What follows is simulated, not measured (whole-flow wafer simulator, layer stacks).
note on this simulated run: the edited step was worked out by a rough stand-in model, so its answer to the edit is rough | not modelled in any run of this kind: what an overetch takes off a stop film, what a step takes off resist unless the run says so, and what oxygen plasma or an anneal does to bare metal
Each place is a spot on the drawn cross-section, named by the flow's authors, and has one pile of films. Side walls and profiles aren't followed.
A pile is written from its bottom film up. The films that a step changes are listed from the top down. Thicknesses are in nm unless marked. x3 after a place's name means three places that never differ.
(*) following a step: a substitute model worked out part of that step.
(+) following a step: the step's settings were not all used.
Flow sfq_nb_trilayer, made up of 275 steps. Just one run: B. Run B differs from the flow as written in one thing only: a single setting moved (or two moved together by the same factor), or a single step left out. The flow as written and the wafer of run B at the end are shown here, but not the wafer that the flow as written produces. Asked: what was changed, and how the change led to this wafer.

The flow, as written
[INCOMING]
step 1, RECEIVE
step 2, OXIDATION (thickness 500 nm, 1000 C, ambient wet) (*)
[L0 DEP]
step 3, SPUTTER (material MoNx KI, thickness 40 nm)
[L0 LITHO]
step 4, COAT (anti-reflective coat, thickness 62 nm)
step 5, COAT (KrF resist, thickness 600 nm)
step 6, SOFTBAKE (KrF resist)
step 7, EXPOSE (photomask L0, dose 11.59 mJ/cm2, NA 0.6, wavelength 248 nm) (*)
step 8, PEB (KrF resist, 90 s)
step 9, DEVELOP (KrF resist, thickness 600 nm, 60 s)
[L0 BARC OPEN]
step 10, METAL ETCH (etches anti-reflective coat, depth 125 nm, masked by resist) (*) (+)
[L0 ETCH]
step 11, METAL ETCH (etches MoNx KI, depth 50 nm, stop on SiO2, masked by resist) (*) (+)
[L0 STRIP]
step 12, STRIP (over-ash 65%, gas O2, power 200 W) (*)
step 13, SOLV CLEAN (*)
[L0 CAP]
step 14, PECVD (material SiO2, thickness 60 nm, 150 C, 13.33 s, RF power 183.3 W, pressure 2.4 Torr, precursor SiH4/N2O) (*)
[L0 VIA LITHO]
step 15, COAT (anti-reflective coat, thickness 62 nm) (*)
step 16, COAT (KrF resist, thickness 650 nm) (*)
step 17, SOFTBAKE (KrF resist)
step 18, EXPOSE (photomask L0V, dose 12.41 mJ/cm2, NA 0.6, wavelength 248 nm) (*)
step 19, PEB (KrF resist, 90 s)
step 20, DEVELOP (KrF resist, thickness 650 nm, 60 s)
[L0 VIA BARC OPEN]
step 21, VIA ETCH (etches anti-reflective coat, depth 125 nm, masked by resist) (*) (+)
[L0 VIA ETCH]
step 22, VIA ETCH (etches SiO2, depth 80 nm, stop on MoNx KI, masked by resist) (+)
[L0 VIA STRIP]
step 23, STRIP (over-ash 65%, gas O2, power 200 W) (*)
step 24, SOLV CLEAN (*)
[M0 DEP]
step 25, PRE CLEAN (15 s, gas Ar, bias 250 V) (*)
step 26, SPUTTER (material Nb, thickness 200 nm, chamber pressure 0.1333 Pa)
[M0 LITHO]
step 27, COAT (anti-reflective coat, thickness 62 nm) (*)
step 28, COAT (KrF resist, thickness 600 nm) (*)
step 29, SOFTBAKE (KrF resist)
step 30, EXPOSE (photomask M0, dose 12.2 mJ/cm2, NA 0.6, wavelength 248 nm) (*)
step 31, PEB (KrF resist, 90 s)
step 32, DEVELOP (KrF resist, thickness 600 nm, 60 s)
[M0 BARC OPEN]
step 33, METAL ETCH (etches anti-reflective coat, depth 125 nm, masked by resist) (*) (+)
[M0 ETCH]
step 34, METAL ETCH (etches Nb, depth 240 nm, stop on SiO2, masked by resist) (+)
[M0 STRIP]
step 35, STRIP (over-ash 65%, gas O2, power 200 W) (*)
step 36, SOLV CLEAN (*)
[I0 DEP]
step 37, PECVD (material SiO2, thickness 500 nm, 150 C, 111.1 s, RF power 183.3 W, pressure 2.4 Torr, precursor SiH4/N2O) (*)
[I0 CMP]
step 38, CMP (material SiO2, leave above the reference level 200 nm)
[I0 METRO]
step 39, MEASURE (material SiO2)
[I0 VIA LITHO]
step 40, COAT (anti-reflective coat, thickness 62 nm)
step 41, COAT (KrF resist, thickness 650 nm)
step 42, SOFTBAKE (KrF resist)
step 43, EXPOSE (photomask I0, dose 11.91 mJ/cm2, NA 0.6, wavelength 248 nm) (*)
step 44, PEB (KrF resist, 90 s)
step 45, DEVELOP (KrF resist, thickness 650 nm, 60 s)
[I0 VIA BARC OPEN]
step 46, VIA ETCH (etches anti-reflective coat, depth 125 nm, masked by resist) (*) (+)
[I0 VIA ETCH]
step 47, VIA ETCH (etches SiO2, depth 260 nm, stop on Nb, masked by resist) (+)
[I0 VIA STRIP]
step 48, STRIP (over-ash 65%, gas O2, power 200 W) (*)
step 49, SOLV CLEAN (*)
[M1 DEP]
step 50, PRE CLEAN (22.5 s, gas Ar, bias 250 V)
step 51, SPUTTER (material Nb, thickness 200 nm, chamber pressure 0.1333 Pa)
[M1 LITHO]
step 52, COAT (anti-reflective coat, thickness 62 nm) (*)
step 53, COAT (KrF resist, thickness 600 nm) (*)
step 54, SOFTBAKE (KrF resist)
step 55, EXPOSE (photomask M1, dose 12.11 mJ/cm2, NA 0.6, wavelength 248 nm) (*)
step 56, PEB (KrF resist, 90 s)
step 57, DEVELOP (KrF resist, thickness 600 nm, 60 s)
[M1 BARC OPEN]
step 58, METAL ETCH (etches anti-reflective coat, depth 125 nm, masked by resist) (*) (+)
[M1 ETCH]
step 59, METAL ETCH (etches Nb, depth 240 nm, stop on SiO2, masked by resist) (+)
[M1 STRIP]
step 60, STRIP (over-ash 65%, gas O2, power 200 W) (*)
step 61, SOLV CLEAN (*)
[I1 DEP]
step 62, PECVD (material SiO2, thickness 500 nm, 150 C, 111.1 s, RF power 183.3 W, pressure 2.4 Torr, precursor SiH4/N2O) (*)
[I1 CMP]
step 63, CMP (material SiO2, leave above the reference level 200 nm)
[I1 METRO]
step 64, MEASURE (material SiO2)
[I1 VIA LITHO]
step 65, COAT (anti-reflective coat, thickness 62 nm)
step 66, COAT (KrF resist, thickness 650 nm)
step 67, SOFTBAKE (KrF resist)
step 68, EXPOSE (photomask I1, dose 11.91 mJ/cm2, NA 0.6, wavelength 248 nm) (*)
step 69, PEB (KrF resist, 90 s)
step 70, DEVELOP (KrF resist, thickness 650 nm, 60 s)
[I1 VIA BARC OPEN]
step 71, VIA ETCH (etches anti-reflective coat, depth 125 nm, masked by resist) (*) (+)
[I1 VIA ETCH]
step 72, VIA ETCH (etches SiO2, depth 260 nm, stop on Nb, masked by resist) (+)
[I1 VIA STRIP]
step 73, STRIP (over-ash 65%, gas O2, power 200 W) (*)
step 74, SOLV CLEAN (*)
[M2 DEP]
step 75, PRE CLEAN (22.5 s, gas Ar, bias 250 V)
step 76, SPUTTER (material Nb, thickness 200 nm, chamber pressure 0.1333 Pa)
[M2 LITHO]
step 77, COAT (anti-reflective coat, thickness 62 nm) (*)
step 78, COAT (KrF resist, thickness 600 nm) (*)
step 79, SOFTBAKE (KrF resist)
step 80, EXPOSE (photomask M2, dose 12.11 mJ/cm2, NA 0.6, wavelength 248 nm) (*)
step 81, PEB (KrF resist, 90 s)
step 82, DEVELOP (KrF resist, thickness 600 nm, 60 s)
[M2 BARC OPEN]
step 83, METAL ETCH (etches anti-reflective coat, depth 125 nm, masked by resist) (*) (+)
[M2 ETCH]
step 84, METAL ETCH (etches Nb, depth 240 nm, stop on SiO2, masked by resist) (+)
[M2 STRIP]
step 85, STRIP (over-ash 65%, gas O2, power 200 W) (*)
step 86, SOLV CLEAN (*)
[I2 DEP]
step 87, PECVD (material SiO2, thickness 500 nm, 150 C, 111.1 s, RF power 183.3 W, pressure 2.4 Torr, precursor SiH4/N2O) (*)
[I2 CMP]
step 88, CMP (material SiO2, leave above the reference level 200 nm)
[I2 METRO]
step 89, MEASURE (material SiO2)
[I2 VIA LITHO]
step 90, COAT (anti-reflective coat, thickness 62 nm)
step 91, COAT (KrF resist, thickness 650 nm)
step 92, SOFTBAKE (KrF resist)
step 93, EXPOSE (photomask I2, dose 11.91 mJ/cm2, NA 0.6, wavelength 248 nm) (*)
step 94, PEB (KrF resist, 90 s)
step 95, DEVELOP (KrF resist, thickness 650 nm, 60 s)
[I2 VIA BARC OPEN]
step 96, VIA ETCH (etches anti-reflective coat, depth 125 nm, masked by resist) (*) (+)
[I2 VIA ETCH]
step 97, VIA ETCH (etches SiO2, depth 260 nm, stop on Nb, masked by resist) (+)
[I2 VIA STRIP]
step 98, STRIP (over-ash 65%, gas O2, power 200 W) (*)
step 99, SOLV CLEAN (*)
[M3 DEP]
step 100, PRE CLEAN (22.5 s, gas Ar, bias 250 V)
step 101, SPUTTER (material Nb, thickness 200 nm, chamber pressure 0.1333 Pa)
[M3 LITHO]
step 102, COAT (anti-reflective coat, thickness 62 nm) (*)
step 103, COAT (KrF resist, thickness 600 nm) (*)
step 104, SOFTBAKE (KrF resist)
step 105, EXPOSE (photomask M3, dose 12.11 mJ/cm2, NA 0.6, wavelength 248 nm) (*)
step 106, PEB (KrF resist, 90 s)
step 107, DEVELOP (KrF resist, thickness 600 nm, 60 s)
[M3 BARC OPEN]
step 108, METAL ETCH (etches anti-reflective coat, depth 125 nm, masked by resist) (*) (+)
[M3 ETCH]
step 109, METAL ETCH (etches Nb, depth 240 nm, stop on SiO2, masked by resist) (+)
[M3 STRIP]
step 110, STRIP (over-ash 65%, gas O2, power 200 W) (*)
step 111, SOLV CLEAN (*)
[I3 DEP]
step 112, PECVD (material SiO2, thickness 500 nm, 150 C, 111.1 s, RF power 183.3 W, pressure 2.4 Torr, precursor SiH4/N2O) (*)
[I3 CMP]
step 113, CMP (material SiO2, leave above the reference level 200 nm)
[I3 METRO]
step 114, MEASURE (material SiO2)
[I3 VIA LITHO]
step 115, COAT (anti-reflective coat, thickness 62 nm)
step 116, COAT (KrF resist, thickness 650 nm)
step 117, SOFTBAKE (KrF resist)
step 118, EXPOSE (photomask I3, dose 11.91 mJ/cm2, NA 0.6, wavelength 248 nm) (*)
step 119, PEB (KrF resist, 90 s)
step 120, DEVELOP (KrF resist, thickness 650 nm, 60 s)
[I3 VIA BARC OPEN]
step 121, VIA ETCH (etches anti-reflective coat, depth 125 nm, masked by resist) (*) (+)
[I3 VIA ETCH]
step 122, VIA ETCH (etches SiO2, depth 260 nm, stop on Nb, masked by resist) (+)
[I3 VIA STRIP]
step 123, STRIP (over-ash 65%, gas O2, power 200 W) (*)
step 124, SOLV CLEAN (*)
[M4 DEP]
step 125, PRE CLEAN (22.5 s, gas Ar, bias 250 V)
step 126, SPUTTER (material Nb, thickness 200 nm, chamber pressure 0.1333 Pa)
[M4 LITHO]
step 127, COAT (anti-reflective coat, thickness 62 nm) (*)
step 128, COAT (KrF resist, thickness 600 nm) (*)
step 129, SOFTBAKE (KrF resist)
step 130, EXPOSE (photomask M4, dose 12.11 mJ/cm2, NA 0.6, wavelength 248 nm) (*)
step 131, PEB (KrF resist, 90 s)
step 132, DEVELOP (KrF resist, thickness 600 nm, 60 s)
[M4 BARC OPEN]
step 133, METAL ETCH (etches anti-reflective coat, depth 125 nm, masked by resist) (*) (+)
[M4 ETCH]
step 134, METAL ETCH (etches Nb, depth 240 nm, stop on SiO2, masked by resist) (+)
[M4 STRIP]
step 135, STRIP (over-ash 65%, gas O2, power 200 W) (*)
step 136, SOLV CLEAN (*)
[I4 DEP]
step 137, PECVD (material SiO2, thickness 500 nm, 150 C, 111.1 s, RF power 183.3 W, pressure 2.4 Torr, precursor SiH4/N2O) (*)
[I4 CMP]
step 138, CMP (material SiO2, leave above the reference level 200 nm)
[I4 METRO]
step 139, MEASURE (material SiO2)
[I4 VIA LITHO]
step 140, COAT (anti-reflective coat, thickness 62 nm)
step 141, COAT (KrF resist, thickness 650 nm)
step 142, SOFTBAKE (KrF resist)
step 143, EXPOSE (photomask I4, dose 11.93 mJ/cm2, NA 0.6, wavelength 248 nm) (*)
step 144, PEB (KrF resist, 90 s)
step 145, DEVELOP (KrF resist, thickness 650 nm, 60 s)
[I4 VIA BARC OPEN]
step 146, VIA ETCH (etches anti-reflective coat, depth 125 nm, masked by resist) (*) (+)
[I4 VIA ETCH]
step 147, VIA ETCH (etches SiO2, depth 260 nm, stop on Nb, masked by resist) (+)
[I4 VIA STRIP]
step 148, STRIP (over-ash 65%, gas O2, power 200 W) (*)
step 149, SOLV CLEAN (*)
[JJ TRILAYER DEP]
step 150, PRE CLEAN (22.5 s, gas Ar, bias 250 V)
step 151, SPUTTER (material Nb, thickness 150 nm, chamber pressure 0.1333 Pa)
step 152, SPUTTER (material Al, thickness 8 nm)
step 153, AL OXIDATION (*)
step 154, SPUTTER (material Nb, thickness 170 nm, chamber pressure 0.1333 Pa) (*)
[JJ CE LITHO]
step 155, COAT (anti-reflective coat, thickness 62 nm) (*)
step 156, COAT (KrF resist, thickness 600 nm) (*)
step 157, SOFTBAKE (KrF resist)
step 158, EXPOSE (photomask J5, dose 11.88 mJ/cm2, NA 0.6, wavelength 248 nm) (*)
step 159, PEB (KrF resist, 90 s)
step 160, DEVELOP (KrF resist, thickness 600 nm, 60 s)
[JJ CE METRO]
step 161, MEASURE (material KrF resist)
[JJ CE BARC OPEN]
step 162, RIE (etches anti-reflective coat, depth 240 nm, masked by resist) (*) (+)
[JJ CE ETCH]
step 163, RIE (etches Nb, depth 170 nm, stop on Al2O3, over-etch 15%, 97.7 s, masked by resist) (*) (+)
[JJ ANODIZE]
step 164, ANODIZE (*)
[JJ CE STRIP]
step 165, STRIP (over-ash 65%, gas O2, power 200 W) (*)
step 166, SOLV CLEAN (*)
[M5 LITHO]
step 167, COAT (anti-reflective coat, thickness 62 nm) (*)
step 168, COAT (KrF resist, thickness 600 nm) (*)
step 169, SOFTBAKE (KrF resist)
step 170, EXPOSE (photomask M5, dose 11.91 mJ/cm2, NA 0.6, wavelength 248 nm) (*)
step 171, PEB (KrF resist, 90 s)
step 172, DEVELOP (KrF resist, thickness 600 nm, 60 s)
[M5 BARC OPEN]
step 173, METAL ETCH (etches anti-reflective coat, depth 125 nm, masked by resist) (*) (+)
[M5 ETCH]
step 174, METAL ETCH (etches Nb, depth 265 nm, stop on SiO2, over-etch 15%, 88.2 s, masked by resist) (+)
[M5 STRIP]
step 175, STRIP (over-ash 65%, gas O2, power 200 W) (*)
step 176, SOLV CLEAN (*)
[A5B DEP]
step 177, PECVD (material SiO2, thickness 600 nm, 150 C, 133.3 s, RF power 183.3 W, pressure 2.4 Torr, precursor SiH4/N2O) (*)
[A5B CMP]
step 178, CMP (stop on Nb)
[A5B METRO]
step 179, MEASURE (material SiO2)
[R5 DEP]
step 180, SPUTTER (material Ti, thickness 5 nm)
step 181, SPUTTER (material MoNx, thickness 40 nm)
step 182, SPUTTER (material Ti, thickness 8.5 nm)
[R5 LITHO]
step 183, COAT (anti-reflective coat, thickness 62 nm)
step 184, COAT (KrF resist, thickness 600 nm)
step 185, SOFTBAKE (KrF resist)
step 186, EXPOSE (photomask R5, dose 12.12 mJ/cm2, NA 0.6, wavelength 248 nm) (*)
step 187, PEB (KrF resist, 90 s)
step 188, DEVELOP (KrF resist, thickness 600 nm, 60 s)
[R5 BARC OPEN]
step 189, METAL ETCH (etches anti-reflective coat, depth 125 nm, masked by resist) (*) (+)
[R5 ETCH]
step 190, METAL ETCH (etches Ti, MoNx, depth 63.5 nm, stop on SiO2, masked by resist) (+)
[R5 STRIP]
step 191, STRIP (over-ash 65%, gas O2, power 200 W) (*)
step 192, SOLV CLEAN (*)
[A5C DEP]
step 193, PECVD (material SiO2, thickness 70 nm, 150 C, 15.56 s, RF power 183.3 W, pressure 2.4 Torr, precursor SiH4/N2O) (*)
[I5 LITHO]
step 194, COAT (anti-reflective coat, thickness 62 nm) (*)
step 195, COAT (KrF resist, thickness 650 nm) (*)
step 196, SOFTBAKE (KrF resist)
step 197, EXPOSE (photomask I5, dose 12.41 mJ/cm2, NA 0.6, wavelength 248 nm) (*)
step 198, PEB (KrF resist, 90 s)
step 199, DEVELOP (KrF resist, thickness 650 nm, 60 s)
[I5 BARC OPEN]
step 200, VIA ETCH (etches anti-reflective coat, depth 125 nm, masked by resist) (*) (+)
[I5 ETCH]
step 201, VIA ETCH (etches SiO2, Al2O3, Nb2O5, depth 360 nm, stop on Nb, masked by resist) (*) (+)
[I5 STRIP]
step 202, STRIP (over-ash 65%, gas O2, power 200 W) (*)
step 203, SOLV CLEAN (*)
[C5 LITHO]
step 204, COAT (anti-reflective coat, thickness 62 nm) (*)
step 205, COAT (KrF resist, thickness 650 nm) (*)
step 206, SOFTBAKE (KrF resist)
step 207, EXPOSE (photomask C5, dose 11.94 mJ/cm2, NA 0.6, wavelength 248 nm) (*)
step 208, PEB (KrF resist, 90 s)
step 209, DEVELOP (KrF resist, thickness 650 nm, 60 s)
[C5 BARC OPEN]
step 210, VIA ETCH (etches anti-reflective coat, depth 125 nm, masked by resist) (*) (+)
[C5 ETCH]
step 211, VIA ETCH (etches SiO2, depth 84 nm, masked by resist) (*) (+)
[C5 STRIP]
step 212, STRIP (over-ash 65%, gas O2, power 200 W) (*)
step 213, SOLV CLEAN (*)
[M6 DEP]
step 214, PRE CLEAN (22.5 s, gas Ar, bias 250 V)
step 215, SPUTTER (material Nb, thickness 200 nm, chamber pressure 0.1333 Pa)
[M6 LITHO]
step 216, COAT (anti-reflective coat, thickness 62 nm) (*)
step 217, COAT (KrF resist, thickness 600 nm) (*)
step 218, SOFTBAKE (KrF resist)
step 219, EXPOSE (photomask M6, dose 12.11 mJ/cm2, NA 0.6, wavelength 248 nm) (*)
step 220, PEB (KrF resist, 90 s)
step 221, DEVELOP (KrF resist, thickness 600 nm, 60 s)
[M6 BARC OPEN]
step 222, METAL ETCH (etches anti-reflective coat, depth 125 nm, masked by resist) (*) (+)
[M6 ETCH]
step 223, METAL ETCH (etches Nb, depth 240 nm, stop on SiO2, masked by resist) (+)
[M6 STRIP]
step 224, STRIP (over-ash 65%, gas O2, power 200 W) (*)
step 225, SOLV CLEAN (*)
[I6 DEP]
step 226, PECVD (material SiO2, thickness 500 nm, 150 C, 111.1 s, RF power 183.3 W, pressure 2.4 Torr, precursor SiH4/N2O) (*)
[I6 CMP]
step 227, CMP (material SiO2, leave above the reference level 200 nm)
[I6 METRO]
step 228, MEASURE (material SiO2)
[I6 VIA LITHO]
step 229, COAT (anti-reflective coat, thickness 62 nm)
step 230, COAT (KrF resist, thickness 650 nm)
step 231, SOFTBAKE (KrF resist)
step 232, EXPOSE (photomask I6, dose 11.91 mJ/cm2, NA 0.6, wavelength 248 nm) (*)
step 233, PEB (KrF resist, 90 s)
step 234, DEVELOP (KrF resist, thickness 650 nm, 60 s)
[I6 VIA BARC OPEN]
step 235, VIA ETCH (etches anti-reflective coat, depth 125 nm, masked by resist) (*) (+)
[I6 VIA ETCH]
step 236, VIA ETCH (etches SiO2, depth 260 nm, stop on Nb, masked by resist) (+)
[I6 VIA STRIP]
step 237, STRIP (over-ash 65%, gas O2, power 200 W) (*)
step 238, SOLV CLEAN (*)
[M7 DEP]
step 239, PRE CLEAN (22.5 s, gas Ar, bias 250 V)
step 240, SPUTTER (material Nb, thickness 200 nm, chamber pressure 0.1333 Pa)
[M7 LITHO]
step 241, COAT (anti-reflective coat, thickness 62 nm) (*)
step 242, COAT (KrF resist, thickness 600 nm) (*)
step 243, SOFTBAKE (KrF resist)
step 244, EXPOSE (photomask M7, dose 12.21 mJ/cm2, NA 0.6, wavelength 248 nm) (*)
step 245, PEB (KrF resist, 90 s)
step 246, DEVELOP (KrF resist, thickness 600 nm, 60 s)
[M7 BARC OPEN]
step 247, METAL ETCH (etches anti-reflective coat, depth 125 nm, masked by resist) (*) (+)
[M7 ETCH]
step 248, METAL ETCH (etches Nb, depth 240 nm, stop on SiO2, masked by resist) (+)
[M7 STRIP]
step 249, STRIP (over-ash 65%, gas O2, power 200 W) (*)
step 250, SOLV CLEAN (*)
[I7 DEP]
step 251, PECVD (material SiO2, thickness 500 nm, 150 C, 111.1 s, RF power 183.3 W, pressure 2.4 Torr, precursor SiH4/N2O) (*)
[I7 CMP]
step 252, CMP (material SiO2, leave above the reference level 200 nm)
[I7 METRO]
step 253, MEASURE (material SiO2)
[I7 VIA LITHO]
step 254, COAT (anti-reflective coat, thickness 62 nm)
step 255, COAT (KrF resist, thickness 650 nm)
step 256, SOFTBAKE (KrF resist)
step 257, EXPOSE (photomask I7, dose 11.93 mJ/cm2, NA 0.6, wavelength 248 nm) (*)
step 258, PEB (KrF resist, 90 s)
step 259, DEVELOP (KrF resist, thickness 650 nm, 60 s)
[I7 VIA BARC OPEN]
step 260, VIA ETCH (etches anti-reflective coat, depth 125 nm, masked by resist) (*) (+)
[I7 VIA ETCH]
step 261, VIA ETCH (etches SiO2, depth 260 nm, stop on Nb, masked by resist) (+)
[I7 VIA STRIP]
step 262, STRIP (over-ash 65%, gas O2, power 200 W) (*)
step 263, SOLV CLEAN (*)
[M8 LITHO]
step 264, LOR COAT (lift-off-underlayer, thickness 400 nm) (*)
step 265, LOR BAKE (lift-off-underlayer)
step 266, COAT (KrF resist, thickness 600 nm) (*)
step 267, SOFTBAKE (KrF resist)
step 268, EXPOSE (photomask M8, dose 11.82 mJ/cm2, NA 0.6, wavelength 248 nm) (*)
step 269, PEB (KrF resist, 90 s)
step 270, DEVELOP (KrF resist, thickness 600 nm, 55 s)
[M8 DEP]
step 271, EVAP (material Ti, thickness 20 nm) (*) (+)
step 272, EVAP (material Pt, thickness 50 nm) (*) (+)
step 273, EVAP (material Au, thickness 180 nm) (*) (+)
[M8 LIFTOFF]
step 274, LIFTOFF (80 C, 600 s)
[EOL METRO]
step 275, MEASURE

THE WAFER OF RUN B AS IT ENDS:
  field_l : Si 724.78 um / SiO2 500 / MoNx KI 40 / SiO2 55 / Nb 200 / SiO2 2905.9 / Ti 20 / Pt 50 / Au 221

What caused this: step 273, EVAP: thickness 221 nm was run, whereas the flow has thickness 180 nm.
The wafer itself shows it: field_l has Au 221, and step 273 as written asks for 180 nm.

Step by step, how the change led to this:
  step 273, EVAP (material Au, thickness 180 nm) (*) (+)
      field_l, v_sur, via_wl and 103 more: Au gains 221 (new film) (it would be, as written: Au gains 180 (new film))
  step 274, LIFTOFF (80 C, 600 s)
      p4_fl, p4_fm, p4_w1 and 71 more: Au loses 221 (all of it), Pt loses 50 (all of it), Ti loses 20 (all of it), KrF resist loses 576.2 (all of it), lift-off-underlayer loses 400 (all of it) (it would be, as written: Au loses 180 (all of it), Pt loses 50 (all of it), Ti loses 20 (all of it), KrF resist loses 576.2 (all of it), lift-off-underlayer loses 400 (all of it))
      c5j, ce_r: Au loses 221 (all of it), Pt loses 50 (all of it), Ti loses 20 (all of it), KrF resist loses 573.3 (all of it), lift-off-underlayer loses 399.3 (all of it) (it would be, as written: Au loses 180 (all of it), Pt loses 50 (all of it), Ti loses 20 (all of it), KrF resist loses 573.3 (all of it), lift-off-underlayer loses 399.3 (all of it))
      (as well as at 19 more places)
